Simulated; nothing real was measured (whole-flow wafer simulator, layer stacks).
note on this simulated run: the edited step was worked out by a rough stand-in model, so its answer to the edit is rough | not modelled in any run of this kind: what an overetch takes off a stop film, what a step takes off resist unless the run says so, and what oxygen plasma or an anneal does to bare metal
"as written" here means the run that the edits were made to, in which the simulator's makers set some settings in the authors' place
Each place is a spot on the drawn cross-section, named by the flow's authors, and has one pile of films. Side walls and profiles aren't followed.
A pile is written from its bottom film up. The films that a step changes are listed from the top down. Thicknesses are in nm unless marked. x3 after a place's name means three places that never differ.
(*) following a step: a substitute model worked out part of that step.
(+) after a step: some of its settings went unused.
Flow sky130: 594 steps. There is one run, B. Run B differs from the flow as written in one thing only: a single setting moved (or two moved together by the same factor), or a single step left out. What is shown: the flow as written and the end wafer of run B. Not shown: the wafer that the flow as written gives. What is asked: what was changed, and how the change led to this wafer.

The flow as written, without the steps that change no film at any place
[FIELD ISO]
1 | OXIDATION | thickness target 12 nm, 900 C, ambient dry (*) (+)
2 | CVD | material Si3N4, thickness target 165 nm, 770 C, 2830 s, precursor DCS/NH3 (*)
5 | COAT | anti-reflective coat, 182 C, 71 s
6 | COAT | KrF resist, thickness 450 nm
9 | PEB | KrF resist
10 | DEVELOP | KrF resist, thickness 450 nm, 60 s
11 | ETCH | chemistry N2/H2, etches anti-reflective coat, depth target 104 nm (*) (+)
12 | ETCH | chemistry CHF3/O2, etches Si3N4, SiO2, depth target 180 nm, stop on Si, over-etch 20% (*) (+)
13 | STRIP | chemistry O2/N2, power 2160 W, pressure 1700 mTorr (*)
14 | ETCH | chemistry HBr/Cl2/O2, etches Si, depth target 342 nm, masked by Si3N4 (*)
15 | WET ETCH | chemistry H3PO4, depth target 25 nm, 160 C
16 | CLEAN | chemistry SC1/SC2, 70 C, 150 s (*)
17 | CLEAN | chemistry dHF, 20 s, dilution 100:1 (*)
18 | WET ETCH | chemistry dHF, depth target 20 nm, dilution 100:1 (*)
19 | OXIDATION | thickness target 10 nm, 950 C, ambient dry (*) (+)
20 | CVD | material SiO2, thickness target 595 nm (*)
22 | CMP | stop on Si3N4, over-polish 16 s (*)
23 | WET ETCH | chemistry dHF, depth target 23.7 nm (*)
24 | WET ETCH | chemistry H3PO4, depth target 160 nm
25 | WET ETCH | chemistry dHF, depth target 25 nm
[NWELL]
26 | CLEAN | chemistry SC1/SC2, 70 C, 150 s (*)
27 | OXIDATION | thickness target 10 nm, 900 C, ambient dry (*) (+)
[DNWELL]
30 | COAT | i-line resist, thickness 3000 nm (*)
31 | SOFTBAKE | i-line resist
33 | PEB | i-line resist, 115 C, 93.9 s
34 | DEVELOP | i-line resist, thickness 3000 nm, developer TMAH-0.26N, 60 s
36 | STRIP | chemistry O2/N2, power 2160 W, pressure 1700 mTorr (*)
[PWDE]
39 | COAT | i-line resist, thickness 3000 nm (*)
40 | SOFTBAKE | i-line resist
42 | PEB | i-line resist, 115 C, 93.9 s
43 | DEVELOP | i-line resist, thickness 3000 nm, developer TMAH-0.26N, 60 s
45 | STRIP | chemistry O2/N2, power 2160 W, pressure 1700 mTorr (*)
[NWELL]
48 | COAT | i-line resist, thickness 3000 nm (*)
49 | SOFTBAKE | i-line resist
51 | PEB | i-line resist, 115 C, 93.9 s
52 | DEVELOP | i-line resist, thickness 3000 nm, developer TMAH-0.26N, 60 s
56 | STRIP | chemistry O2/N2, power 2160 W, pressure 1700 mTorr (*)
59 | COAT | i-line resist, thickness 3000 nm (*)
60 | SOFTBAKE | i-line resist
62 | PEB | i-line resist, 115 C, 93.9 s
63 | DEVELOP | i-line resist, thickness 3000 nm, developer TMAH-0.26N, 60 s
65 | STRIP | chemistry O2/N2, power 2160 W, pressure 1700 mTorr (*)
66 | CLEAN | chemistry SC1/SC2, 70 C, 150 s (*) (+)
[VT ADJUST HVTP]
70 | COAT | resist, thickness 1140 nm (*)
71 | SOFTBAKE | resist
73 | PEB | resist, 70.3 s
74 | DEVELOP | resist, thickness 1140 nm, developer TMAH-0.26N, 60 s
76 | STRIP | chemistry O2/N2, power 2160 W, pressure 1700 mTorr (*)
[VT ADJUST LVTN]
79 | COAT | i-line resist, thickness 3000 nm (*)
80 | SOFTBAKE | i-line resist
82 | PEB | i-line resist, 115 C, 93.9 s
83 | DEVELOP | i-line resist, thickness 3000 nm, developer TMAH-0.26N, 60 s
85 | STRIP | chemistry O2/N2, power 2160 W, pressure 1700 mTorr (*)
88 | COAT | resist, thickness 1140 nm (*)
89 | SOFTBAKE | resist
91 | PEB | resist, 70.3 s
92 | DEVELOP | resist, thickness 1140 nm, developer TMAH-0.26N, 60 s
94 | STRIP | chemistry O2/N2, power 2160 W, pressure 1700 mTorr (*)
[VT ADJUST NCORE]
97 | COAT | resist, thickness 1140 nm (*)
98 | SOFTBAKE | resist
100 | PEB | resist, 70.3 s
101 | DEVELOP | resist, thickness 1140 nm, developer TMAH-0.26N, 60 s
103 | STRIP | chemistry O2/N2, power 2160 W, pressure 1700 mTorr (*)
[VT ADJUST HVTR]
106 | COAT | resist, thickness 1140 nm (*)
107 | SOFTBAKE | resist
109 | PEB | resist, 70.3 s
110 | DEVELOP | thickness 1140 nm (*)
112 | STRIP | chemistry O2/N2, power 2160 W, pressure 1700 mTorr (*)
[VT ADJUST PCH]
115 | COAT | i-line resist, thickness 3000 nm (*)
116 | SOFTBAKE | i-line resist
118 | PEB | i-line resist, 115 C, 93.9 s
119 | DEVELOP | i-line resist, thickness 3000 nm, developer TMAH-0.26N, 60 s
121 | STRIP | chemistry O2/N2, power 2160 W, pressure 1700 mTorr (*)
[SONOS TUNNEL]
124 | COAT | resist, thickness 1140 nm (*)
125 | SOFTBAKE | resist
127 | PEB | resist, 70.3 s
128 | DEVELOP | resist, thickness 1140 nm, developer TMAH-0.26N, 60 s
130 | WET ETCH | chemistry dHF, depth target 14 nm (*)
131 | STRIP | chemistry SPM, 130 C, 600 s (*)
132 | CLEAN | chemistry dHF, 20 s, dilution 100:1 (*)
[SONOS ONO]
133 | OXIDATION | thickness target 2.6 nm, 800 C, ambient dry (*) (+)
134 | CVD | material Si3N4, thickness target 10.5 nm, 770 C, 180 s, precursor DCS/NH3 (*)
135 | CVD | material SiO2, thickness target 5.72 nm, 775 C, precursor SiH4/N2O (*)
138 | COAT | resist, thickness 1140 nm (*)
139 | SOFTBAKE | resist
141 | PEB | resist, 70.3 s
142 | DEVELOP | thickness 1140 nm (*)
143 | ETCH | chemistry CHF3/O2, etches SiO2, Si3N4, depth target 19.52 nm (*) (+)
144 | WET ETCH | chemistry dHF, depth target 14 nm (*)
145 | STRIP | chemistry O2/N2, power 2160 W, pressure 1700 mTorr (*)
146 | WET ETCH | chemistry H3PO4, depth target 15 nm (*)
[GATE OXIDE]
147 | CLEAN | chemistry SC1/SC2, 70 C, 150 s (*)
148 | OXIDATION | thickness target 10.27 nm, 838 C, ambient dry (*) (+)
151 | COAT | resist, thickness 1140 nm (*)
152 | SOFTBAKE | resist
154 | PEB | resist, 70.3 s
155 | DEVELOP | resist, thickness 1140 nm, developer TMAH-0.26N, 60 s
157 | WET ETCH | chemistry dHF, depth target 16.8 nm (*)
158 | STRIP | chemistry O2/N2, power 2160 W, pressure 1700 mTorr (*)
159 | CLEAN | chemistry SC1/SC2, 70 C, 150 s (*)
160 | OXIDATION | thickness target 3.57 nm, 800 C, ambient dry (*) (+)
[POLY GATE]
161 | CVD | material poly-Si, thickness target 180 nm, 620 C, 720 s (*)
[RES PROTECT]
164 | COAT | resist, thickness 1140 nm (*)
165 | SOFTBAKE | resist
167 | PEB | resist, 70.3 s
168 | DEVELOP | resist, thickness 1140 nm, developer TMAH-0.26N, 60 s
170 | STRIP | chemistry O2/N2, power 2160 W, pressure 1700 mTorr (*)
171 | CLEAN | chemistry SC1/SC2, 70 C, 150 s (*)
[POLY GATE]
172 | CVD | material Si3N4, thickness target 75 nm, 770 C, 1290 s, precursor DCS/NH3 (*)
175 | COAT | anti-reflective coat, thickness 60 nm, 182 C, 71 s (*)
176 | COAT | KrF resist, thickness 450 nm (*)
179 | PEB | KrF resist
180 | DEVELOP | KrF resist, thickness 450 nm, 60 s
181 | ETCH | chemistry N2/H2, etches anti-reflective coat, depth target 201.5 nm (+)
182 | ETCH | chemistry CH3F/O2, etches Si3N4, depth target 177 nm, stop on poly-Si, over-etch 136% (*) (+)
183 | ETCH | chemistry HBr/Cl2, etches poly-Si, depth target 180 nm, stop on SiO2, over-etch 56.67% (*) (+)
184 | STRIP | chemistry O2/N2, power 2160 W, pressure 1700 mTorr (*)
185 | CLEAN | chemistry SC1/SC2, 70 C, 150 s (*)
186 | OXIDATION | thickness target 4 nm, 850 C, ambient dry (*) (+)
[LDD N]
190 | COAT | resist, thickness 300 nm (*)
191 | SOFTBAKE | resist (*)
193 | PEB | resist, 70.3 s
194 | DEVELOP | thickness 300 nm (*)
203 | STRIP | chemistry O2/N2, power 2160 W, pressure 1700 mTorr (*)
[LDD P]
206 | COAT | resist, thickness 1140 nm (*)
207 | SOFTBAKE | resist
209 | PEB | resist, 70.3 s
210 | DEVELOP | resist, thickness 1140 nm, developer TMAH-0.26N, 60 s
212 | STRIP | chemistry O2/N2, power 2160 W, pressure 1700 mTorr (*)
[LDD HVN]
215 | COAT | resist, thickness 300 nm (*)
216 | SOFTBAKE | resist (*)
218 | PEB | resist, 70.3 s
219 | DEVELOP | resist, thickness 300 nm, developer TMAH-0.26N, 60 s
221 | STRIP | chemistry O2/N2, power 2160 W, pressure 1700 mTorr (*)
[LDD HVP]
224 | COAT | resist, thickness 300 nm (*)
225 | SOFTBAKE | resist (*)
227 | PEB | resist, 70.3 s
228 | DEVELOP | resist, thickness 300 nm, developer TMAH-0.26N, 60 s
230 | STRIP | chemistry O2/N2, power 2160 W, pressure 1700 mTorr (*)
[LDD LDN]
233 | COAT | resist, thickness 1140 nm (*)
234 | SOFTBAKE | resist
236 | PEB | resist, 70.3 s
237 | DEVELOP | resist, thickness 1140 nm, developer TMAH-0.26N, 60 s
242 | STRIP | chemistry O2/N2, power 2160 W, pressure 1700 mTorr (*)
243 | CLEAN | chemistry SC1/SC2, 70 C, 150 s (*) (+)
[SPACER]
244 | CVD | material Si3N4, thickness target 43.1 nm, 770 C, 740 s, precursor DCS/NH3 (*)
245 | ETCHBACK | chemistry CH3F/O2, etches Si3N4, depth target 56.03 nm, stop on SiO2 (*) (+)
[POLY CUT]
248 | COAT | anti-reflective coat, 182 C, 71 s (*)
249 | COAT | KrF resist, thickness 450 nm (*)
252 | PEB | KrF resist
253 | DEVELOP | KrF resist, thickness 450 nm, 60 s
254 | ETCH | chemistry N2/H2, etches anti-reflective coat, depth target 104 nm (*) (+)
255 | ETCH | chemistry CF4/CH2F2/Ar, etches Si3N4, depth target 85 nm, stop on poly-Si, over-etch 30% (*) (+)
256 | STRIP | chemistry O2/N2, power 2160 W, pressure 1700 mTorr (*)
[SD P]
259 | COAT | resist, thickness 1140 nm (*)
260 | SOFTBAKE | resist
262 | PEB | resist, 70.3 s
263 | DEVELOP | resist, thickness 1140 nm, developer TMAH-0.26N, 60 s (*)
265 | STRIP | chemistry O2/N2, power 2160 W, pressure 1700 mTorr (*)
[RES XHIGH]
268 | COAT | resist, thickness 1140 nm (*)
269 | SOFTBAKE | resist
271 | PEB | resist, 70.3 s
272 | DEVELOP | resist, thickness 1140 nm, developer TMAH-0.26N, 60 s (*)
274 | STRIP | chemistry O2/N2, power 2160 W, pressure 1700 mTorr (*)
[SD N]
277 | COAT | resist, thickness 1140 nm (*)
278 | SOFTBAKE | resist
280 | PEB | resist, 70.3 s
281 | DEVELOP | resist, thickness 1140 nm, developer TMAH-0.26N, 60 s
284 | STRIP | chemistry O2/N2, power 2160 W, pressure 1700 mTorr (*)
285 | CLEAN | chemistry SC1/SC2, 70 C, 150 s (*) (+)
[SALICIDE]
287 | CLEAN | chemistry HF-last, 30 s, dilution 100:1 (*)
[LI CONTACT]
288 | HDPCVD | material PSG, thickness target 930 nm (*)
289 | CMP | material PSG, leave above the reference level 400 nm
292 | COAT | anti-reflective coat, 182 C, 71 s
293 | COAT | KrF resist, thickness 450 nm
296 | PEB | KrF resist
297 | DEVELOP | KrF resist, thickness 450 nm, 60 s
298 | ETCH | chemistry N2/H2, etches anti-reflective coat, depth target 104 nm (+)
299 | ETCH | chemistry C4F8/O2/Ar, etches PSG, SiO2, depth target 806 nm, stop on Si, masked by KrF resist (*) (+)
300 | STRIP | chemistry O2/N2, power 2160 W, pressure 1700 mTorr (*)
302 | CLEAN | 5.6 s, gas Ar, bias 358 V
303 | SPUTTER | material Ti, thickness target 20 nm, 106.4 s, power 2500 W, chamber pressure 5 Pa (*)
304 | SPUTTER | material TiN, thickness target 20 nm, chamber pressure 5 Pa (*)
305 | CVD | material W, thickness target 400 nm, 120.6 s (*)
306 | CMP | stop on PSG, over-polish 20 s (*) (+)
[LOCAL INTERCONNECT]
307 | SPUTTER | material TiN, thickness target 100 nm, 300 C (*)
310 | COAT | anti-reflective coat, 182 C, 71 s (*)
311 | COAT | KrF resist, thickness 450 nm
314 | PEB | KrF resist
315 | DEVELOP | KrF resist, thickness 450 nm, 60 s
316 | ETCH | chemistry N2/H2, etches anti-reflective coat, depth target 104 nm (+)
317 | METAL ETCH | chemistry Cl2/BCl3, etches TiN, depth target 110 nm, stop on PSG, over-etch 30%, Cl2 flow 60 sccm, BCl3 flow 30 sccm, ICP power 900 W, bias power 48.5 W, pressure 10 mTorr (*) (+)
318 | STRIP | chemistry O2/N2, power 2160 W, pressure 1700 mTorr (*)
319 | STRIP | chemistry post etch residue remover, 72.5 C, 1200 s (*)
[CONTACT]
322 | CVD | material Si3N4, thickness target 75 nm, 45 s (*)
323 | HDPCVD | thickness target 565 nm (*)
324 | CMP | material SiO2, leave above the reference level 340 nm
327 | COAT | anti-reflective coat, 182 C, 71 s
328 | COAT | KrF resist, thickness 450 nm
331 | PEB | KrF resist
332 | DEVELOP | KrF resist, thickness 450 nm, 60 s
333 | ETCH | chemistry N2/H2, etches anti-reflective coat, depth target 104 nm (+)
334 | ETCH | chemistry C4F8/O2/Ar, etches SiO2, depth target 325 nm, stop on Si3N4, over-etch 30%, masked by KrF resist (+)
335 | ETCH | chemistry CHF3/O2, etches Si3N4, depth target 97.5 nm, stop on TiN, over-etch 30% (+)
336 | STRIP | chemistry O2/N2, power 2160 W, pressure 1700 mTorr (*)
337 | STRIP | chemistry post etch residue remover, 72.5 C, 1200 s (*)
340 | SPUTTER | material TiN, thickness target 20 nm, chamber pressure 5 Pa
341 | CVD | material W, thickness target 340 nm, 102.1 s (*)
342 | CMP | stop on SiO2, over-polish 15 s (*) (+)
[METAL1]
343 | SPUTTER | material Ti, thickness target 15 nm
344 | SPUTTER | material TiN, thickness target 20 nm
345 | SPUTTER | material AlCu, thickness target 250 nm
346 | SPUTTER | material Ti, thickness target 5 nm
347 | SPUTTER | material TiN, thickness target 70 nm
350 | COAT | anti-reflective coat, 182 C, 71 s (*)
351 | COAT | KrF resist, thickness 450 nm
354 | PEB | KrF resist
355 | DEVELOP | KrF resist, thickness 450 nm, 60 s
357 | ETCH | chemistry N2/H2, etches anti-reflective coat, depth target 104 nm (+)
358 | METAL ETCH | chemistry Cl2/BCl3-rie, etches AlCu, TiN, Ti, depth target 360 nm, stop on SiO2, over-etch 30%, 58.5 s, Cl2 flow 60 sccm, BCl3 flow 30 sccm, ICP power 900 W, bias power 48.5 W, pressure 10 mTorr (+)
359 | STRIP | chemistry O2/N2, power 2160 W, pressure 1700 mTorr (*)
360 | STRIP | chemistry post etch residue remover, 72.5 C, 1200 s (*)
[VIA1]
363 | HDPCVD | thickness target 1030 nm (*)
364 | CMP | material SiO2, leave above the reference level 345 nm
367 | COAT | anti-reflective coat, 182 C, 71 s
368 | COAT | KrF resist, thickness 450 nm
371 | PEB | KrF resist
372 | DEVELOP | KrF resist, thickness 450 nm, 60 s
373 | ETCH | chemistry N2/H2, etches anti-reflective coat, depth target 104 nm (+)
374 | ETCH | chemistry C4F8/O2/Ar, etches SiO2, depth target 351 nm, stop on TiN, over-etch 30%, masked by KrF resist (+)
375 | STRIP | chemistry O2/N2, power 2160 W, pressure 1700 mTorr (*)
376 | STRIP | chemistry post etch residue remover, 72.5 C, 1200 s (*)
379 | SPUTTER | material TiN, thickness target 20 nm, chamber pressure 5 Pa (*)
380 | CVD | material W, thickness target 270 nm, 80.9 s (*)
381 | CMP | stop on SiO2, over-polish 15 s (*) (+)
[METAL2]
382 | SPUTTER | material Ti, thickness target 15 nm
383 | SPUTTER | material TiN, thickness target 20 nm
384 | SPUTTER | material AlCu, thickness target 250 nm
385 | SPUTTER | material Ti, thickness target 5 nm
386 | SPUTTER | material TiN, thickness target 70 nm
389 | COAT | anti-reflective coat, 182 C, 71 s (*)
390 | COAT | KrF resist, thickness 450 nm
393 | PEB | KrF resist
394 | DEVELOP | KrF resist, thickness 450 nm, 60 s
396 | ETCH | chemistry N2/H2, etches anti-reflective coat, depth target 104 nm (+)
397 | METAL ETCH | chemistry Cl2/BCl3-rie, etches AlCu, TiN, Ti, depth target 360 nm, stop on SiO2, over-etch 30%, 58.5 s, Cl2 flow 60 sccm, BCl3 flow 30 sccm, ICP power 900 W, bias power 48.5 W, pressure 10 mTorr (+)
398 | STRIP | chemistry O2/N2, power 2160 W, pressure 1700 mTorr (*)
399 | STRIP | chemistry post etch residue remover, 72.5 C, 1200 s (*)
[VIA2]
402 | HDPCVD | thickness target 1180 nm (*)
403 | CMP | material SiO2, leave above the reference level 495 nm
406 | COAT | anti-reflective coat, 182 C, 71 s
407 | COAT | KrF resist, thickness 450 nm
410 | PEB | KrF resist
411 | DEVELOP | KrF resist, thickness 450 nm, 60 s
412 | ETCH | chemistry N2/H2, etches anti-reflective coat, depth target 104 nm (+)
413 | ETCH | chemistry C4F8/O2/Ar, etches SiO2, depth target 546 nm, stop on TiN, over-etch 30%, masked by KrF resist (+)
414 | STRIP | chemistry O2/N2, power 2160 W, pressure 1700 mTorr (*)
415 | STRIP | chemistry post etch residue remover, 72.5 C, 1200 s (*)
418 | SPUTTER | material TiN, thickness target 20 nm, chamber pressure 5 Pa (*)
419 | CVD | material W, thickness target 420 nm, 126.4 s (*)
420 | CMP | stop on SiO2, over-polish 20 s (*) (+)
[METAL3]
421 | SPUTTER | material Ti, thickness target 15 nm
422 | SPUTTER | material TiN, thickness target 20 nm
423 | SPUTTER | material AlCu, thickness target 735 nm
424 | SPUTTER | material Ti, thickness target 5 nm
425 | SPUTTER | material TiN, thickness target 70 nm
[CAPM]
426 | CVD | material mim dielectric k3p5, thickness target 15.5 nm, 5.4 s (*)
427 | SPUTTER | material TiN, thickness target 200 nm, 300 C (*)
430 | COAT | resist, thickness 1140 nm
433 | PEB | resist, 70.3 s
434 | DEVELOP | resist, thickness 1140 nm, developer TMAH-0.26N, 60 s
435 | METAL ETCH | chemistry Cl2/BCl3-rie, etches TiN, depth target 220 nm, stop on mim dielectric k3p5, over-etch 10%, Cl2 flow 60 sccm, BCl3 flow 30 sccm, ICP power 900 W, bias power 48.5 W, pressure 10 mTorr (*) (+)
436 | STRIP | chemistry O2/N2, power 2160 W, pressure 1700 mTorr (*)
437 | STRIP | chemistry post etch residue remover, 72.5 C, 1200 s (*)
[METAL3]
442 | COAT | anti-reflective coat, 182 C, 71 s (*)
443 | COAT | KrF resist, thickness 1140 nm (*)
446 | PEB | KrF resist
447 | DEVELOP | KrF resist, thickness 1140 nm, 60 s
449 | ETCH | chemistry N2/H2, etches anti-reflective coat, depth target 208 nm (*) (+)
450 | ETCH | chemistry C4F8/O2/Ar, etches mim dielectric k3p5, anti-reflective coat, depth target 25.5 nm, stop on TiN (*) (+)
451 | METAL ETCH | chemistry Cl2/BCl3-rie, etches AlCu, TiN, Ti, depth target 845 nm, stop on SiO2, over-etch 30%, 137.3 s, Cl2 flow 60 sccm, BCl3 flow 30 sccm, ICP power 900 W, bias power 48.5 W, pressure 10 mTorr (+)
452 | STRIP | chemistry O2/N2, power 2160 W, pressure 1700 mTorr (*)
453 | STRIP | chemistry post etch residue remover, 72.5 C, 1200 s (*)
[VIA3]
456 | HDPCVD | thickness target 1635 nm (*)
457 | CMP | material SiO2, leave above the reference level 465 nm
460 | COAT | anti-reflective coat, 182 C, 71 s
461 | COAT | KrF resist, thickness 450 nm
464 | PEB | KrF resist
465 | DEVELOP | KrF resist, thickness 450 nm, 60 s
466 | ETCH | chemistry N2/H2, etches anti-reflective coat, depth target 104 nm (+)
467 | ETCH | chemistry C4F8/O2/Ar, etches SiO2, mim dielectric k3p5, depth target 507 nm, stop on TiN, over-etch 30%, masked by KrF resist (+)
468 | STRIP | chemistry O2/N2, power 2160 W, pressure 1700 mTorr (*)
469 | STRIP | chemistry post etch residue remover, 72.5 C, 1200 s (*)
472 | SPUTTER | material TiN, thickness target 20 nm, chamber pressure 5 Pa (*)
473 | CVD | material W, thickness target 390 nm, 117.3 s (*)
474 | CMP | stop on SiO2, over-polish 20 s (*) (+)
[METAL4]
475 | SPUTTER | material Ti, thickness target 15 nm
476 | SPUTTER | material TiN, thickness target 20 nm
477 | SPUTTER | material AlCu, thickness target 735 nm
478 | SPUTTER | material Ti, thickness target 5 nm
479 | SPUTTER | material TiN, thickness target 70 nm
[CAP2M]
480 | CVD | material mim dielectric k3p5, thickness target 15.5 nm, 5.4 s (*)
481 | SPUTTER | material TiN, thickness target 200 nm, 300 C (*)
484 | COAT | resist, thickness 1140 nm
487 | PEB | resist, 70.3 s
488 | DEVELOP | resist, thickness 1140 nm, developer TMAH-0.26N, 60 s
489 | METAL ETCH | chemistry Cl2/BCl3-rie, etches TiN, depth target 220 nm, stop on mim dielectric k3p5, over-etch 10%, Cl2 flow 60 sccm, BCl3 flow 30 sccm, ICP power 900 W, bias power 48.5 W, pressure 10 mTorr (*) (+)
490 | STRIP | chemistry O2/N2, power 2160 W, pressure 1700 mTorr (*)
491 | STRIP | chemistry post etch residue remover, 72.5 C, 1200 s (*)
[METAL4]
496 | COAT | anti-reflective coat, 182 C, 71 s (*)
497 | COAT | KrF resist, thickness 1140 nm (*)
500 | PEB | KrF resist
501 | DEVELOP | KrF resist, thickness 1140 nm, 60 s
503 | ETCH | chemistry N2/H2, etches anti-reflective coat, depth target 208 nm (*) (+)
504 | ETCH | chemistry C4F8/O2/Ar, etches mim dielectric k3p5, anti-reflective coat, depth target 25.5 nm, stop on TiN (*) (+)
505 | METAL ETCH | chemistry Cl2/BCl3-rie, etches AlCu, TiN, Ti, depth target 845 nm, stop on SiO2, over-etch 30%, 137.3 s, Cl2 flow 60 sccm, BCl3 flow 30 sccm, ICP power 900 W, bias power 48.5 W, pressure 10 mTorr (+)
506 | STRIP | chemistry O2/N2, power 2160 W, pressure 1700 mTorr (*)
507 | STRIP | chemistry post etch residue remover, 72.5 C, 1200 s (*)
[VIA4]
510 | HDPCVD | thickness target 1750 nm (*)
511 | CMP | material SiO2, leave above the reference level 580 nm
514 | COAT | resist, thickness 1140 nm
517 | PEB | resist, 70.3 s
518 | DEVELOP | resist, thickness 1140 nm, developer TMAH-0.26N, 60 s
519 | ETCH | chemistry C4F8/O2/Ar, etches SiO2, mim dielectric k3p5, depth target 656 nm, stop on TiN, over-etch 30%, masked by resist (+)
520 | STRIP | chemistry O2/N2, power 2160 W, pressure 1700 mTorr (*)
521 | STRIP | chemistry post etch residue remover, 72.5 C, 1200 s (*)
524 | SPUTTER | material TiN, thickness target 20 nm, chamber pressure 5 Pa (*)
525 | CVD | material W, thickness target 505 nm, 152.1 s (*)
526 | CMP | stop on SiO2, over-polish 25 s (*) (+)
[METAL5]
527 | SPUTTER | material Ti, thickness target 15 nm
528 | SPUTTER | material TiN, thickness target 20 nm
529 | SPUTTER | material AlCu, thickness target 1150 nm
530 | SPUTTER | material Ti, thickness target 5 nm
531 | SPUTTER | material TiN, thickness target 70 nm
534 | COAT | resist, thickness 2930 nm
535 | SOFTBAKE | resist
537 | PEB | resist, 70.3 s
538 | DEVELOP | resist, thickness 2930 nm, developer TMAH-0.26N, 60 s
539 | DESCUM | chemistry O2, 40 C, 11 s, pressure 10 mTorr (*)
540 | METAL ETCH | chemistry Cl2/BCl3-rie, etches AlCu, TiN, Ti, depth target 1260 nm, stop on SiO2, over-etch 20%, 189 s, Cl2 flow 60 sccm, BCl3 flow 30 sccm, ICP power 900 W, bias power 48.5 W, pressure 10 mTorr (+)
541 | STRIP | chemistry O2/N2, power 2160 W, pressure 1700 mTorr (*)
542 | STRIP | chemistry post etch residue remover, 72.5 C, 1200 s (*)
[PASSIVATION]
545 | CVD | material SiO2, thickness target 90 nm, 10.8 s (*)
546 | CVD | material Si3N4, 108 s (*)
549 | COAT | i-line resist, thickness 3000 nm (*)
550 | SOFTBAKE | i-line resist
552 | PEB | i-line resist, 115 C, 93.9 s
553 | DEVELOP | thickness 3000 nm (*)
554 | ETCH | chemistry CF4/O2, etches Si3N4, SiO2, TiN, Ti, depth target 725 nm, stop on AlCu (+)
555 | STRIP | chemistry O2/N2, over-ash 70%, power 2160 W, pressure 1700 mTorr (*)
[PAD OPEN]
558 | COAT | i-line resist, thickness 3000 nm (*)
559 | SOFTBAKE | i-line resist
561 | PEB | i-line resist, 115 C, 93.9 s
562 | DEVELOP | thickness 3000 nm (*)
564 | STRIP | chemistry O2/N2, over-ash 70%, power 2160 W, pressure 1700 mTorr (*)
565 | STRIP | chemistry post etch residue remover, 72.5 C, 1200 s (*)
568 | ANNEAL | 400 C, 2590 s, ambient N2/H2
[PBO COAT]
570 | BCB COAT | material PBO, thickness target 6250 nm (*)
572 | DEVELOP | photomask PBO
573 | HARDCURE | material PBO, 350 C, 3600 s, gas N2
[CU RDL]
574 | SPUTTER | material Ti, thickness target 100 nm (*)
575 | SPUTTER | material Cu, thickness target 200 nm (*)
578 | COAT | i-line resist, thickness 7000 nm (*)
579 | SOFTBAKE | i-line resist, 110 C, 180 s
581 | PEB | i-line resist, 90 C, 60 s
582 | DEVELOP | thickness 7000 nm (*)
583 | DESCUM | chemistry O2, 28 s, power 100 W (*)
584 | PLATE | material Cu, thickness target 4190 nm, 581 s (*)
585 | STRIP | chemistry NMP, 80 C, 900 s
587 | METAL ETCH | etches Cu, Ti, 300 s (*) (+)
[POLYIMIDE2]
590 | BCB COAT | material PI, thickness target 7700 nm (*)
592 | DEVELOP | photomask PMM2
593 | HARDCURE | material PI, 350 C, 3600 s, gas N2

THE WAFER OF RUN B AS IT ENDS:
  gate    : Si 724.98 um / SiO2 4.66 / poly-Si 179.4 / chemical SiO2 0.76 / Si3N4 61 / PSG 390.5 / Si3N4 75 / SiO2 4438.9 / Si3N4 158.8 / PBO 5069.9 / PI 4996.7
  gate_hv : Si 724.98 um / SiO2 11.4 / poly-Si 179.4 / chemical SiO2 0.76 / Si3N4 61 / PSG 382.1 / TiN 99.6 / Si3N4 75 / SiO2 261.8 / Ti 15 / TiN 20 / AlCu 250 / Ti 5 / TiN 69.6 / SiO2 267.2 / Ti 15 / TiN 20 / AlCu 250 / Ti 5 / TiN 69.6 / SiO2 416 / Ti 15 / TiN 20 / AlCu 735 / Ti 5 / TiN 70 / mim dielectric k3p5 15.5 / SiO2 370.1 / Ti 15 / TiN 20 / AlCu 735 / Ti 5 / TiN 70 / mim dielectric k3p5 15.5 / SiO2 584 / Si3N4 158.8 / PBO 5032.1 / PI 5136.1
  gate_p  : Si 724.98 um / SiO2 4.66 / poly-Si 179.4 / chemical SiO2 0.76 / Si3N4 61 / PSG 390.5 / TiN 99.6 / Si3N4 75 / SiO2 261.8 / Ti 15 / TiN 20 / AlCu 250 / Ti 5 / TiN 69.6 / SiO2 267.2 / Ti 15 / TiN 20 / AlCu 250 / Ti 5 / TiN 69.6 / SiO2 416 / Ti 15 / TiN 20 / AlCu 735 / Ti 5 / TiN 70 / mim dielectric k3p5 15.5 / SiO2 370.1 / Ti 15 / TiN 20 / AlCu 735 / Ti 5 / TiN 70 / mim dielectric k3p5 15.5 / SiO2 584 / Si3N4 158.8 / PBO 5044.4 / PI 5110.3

The reason: step 160, OXIDATION: 840 C was run, though the flow has 800 C.

How this came from the change, step by step:
  160 | OXIDATION | thickness target 3.57 nm, 800 C, ambient dry (*) (+)
      active, n_well, p_well and 58 more: +4.66 SiO2 (new film), -0.76 chemical SiO2 (all of it), -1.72 Si (it would be, as written: +3.57 SiO2 (new film), -0.76 chemical SiO2 (all of it), -1.24 Si)
      gate_hv, m1, pad and 37 more: +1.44 SiO2, -0.63 Si (it would be, as written: +0.85 SiO2, -0.37 Si)
  248 | COAT | anti-reflective coat, 182 C, 71 s (*)
      field: +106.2 anti-reflective coat (new film) (it would be, as written: +103 anti-reflective coat (new film))
      poly_endcap_nw: +12 anti-reflective coat (new film) (it would be, as written: +11.4 anti-reflective coat (new film))
  256 | STRIP | chemistry O2/N2, power 2160 W, pressure 1700 mTorr (*)
      field: -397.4 KrF resist (all of it), -106.2 anti-reflective coat (all of it) (it would be, as written: -399.3 KrF resist (all of it), -103 anti-reflective coat (all of it))
      poly_endcap_nw: -294.7 KrF resist (all of it), -12 anti-reflective coat (all of it) (it would be, as written: -294.6 KrF resist (all of it), -11.4 anti-reflective coat (all of it))
  299 | ETCH | chemistry C4F8/O2/Ar, etches PSG, SiO2, depth target 806 nm, stop on Si, masked by KrF resist (*) (+)
      contact, ndiff_licon, ndiff_licon_cpp: -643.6 PSG (all of it), -2.1 SiO2 (all of it) (it would be, as written: -643.6 PSG (all of it), -1.16 SiO2 (all of it))
